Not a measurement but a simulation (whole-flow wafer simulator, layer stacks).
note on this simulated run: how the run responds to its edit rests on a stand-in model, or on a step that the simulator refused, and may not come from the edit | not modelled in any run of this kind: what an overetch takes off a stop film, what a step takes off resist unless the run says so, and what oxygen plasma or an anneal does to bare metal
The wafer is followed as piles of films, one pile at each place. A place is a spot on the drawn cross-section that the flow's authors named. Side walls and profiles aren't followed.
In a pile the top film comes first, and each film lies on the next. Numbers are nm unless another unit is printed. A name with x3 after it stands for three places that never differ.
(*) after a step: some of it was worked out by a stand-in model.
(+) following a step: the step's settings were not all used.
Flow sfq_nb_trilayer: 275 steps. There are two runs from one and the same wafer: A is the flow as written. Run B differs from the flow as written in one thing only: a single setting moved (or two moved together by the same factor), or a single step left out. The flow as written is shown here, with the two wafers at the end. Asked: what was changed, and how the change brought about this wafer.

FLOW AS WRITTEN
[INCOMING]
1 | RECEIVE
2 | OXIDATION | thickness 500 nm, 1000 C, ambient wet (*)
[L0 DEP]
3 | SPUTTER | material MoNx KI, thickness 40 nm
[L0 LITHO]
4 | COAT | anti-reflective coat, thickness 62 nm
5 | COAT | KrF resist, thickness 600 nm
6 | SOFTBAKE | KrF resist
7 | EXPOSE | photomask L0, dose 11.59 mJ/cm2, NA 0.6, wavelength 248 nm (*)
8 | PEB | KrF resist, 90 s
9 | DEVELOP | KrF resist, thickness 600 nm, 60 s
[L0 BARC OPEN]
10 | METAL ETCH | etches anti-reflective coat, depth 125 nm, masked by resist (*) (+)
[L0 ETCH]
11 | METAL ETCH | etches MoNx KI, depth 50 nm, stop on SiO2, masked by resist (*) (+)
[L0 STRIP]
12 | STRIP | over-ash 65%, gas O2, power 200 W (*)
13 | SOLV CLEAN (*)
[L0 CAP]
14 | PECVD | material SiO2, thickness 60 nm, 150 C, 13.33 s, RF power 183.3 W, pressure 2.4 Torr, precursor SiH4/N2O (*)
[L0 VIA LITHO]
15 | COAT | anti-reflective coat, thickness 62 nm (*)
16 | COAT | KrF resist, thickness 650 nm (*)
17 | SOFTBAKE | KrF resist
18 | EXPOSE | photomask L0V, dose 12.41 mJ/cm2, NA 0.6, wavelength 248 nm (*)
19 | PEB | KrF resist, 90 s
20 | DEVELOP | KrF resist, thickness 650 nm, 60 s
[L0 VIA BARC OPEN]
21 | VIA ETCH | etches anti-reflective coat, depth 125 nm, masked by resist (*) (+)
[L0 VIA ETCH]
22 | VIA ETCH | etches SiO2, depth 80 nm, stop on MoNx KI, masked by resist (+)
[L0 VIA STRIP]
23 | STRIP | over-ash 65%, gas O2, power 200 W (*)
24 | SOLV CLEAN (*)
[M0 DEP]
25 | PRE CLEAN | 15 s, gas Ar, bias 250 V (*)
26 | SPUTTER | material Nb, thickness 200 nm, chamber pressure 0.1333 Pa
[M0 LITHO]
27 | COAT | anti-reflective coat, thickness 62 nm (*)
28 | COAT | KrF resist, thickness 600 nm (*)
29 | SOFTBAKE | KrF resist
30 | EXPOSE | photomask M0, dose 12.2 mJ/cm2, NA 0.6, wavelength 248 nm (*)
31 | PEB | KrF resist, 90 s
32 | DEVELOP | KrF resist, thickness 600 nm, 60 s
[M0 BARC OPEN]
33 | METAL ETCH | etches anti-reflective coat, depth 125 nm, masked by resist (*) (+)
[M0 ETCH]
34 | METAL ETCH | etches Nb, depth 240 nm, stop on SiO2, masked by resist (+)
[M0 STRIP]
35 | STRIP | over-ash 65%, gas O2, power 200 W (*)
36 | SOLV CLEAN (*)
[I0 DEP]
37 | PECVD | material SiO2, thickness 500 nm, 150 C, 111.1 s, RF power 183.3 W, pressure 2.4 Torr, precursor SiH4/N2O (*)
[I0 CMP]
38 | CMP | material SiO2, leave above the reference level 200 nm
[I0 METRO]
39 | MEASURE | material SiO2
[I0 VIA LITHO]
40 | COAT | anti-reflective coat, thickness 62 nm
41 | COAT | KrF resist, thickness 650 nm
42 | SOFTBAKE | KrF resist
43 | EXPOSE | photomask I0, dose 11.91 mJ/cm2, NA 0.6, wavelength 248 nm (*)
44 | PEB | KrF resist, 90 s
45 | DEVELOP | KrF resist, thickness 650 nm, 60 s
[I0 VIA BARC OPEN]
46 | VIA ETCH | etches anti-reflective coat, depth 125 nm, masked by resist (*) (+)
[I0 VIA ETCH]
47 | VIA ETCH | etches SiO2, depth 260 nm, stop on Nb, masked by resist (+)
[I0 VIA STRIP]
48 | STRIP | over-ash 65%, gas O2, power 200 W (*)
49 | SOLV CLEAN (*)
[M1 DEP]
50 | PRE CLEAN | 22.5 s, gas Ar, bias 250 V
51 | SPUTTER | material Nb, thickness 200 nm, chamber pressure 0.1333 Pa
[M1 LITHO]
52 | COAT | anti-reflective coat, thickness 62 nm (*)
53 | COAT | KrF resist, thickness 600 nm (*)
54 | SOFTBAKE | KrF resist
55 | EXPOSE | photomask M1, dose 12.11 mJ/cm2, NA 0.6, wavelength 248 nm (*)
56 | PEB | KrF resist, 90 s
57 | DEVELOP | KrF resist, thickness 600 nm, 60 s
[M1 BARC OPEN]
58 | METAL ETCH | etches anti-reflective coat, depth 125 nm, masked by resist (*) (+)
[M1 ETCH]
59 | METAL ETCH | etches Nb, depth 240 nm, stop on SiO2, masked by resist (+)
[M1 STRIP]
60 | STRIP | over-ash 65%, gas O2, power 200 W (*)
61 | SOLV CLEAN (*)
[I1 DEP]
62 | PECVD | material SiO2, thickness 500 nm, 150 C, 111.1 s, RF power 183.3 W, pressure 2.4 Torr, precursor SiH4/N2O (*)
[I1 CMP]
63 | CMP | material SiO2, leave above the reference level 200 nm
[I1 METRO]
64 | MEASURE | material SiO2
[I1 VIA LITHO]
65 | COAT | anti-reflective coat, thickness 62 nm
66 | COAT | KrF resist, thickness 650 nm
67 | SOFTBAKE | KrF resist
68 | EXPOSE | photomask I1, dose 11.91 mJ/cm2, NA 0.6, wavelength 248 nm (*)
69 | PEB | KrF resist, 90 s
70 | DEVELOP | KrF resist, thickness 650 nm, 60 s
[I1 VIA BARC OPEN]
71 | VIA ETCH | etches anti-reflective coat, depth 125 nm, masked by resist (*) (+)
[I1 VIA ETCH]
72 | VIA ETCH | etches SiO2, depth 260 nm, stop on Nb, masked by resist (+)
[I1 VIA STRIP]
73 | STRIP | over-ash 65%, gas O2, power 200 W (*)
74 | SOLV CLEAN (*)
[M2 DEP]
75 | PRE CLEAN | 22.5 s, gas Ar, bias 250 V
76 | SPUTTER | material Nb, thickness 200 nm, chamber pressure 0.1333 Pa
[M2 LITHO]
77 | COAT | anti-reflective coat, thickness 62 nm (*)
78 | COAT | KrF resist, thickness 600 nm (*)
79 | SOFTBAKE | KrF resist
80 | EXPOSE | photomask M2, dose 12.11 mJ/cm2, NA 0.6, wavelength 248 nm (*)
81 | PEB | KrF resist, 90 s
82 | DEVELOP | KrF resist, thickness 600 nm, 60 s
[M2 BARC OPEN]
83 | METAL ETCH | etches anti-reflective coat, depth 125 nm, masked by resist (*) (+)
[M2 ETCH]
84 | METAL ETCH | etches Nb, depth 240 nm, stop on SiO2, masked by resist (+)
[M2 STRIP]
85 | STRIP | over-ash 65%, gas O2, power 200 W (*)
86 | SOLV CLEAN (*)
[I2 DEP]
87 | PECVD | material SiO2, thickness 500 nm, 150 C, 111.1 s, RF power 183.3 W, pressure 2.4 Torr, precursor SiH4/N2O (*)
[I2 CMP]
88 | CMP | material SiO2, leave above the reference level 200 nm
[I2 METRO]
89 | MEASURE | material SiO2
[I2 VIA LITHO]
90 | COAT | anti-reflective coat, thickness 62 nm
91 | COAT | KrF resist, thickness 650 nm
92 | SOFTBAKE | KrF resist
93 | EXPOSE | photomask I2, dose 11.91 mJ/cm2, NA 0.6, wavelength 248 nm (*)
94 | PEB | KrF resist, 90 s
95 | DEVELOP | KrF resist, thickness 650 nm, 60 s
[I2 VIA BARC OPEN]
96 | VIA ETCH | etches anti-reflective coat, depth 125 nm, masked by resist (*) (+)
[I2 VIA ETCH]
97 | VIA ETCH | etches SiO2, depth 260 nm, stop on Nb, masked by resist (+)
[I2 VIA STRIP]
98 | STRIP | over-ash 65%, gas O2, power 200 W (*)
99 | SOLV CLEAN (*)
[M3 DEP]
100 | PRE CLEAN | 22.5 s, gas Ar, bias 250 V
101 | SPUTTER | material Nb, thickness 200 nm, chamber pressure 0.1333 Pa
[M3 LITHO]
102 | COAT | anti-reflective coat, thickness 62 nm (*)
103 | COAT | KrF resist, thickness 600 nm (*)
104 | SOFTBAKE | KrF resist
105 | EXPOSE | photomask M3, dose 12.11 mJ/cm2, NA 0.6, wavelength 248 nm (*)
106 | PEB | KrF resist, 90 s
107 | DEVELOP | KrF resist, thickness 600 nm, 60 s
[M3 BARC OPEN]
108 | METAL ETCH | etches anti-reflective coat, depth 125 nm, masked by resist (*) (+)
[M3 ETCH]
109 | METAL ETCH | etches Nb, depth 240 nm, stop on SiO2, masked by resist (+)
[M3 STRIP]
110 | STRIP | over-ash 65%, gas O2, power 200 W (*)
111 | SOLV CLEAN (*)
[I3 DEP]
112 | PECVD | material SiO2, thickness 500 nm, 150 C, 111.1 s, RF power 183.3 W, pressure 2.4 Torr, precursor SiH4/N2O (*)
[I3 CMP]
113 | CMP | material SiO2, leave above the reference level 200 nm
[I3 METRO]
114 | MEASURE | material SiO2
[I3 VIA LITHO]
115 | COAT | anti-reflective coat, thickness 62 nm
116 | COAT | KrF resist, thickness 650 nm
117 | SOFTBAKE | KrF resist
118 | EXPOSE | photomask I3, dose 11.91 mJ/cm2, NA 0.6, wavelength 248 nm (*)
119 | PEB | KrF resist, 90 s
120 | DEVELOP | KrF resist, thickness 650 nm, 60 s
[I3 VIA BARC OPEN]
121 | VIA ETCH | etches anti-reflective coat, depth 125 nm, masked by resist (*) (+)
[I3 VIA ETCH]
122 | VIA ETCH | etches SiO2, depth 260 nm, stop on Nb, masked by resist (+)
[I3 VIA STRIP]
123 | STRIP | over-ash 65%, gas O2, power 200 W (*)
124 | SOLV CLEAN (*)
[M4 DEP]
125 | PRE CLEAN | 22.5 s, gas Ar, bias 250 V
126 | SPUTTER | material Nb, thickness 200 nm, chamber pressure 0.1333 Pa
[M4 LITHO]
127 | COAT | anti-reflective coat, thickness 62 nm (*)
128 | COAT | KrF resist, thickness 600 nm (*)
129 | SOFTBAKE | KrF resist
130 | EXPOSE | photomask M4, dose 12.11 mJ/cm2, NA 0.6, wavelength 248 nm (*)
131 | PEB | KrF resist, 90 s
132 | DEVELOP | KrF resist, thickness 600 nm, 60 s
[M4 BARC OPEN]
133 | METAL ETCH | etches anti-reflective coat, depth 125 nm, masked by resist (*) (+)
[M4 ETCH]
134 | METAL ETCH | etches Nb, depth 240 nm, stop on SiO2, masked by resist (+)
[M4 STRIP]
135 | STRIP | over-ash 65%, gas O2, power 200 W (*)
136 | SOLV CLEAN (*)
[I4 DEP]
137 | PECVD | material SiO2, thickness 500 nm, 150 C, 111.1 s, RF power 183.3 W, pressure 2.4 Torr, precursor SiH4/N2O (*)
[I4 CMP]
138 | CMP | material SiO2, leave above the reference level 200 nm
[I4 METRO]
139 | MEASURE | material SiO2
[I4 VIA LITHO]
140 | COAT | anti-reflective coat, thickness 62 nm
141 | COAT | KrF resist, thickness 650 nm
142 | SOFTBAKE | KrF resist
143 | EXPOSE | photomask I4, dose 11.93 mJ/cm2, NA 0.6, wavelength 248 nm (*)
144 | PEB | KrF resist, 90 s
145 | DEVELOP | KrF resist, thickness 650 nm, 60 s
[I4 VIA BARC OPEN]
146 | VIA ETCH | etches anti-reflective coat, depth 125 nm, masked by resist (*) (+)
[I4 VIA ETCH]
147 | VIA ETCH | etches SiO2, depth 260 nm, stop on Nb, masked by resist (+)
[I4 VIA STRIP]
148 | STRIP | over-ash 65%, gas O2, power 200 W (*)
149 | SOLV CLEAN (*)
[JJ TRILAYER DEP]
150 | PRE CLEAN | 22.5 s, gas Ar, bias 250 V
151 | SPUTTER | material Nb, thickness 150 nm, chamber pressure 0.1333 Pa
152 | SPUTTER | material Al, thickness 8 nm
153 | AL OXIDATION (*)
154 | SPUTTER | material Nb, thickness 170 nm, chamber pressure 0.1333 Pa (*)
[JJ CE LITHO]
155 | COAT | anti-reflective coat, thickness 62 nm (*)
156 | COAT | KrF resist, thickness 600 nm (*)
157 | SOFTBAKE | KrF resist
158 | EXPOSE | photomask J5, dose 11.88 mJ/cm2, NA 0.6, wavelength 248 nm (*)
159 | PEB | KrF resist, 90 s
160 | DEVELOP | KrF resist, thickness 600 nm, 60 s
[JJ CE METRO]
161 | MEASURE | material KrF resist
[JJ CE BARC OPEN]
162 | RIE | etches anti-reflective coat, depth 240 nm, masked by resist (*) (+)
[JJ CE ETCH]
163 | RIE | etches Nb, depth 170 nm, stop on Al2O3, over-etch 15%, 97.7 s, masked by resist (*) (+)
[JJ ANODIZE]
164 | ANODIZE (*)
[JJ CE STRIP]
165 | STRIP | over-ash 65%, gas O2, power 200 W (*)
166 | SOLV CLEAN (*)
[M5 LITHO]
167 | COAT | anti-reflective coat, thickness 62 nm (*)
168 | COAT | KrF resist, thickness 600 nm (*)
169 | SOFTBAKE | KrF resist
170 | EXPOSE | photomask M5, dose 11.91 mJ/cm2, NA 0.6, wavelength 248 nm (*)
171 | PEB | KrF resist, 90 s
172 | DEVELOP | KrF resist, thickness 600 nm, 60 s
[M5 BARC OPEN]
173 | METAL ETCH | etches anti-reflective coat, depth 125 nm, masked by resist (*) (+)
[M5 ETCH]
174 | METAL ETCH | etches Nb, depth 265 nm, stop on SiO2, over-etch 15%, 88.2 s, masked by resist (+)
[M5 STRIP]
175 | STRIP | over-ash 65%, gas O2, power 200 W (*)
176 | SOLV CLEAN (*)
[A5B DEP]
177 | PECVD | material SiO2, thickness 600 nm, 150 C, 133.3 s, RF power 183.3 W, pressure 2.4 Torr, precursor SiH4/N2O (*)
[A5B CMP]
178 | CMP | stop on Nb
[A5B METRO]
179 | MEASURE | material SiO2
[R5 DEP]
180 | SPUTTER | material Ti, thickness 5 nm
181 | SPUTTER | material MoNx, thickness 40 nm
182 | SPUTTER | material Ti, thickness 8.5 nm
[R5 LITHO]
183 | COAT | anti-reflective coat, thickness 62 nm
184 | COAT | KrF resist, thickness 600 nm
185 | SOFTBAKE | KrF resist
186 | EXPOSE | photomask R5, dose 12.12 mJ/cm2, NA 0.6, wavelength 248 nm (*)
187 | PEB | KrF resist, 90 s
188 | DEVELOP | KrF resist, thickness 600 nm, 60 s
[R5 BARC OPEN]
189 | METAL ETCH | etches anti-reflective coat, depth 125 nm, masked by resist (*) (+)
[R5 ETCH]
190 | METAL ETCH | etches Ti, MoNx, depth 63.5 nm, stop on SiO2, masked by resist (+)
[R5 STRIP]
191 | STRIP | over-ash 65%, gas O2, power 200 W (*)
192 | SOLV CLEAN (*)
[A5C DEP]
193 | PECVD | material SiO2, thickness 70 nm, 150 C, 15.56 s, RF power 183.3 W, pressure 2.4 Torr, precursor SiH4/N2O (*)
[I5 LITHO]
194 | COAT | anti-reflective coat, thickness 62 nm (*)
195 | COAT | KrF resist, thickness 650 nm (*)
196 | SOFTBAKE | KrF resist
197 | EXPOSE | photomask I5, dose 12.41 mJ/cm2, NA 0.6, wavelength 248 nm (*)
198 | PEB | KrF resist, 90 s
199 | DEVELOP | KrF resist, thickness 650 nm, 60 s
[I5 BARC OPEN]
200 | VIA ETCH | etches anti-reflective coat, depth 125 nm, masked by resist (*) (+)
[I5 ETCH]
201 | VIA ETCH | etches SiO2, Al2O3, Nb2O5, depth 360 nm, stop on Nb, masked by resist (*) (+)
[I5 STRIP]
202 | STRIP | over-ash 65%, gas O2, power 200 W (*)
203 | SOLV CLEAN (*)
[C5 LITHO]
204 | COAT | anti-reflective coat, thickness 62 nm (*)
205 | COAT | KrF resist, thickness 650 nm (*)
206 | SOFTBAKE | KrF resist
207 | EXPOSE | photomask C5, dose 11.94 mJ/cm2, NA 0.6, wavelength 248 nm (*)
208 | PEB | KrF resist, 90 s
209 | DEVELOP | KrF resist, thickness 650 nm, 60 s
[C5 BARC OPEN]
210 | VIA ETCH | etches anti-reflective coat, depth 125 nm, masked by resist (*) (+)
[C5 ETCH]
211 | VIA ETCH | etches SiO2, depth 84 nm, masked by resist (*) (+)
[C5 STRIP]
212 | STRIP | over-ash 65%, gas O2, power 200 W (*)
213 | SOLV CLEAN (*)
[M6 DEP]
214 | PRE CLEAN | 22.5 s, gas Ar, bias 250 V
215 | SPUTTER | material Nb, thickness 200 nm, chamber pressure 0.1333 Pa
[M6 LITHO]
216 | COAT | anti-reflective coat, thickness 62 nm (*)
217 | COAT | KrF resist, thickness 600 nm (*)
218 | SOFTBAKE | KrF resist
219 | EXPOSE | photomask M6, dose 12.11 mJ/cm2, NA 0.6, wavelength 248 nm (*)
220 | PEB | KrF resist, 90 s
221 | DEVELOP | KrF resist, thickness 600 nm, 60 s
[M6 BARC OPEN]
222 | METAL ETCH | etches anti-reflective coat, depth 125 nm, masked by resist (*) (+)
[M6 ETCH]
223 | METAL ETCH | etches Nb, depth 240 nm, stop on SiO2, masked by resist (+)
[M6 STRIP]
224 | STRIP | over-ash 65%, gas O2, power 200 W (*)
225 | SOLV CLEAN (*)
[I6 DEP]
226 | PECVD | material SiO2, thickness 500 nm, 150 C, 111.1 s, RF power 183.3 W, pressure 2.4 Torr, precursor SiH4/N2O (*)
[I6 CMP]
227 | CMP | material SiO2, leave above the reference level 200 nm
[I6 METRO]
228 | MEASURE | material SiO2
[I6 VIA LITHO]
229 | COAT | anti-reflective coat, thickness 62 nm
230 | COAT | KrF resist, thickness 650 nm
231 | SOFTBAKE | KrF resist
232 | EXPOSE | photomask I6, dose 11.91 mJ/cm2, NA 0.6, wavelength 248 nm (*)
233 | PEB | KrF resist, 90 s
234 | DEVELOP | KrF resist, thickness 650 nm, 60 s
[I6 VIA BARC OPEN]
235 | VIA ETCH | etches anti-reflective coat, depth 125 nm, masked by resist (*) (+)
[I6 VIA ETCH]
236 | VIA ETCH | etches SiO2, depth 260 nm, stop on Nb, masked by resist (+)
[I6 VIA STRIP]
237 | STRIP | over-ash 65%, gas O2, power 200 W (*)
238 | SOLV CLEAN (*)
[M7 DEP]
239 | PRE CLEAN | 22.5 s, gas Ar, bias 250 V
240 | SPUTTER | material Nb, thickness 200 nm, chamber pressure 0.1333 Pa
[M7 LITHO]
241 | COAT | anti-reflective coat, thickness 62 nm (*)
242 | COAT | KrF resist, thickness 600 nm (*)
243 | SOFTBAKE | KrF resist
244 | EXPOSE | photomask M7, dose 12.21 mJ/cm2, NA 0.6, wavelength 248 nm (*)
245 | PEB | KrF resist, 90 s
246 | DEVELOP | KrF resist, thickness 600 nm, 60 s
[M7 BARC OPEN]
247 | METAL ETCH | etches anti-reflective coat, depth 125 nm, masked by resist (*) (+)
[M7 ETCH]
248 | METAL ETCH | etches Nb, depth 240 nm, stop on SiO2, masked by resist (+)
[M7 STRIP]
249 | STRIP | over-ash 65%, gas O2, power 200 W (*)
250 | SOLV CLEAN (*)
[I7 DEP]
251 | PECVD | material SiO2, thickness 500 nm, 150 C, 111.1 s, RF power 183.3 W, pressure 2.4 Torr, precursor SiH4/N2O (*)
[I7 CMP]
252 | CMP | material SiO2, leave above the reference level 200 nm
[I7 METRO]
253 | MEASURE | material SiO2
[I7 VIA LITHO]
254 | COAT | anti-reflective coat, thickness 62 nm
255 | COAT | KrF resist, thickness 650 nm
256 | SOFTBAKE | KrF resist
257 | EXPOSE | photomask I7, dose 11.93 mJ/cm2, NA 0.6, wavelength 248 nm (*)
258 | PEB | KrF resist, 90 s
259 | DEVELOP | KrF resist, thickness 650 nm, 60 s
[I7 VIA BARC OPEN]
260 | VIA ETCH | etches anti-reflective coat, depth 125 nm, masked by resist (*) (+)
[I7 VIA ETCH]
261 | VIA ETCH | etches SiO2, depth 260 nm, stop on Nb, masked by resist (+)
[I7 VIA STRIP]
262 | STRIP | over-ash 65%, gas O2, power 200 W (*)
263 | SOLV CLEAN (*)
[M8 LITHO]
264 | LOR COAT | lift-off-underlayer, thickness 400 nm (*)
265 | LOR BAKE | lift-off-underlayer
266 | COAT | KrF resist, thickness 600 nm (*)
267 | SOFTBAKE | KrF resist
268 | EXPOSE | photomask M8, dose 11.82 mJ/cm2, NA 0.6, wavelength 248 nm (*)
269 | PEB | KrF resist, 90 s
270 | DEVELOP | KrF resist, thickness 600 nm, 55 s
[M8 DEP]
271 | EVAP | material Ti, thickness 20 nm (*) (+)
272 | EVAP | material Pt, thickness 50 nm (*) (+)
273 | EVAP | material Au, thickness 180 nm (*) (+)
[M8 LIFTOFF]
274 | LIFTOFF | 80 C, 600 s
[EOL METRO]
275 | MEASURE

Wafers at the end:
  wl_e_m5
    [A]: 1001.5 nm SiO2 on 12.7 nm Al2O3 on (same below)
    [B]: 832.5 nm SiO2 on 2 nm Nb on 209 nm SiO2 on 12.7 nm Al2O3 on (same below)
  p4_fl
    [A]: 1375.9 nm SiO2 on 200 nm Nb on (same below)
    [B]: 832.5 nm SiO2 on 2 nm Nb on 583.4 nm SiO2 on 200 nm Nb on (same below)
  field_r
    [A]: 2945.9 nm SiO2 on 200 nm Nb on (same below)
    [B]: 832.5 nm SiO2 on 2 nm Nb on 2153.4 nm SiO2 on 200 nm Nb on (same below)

What caused this: step 215, SPUTTER: thickness 242 nm was run, whereas the flow has thickness 200 nm.

How this came from the change, step by step:
  215 | SPUTTER | material Nb, thickness 200 nm, chamber pressure 0.1333 Pa
      field_l, v_sur, via_wl and 100 more: A +200 Nb (new film) | B +242 Nb (new film)
      be: A +147.3 Nb | B +177.8 Nb
      (as well as at 2 more places)
  216 | COAT | anti-reflective coat, thickness 62 nm (*)
      be: A +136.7 anti-reflective coat (new film) | B +140.4 anti-reflective coat (new film)
  223 | METAL ETCH | etches Nb, depth 240 nm, stop on SiO2, masked by resist (+)
      field_l, gap, moat and 76 more: A -200 Nb (all of it) | B -240 Nb
  224 | STRIP | over-ash 65%, gas O2, power 200 W (*)
      be: A -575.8 KrF resist (all of it), -136.7 anti-reflective coat (all of it) | B -582.5 KrF resist (all of it), -140.4 anti-reflective coat (all of it)
  226 | PECVD | material SiO2, thickness 500 nm, 150 C, 111.1 s, RF power 183.3 W, pressure 2.4 Torr, precursor SiH4/N2O (*)
      field_l, p4_fl, p4_fm and 62 more: A +500 SiO2 | B +500 SiO2 (new film)
      moat, field_r, lsp_l, ln_m5, lsp_m: A +493.6 SiO2 | B +492.3 SiO2 (new film)
      (as well as at 10 more places)
  227 | CMP | material SiO2, leave above the reference level 200 nm
      field_l, p4_fl, p4_fm and 59 more: A -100 SiO2 | B -60 SiO2
      moat, field_r, lsp_l, ln_m5, lsp_m: A -93.6 SiO2 | B -52.3 SiO2
      (as well as at 9 more places)
Taking metal films that touch as one body, wl_e_m5 has 7 bodies (between them, from the top down: SiO2 209 / Al2O3 12.7 / Nb2O5 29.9; SiO2 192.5; SiO2 192.5; SiO2 192.5; SiO2 192.5; SiO2 192.5); the flow as written gives 6 bodies (between them, from the top down: SiO2 192.5; SiO2 192.5; SiO2 192.5; SiO2 192.5; SiO2 192.5).
Taking metal films that touch as one body, p4_fl has 3 bodies (between them, from the top down: SiO2 583.4; SiO2 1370); the flow as written gives 2 bodies (between them, from the top down: SiO2 1370).
Taking metal films that touch as one body, field_r has 2 bodies (between them, from the top down: SiO2 2153.4); the flow as written gives 1 body.
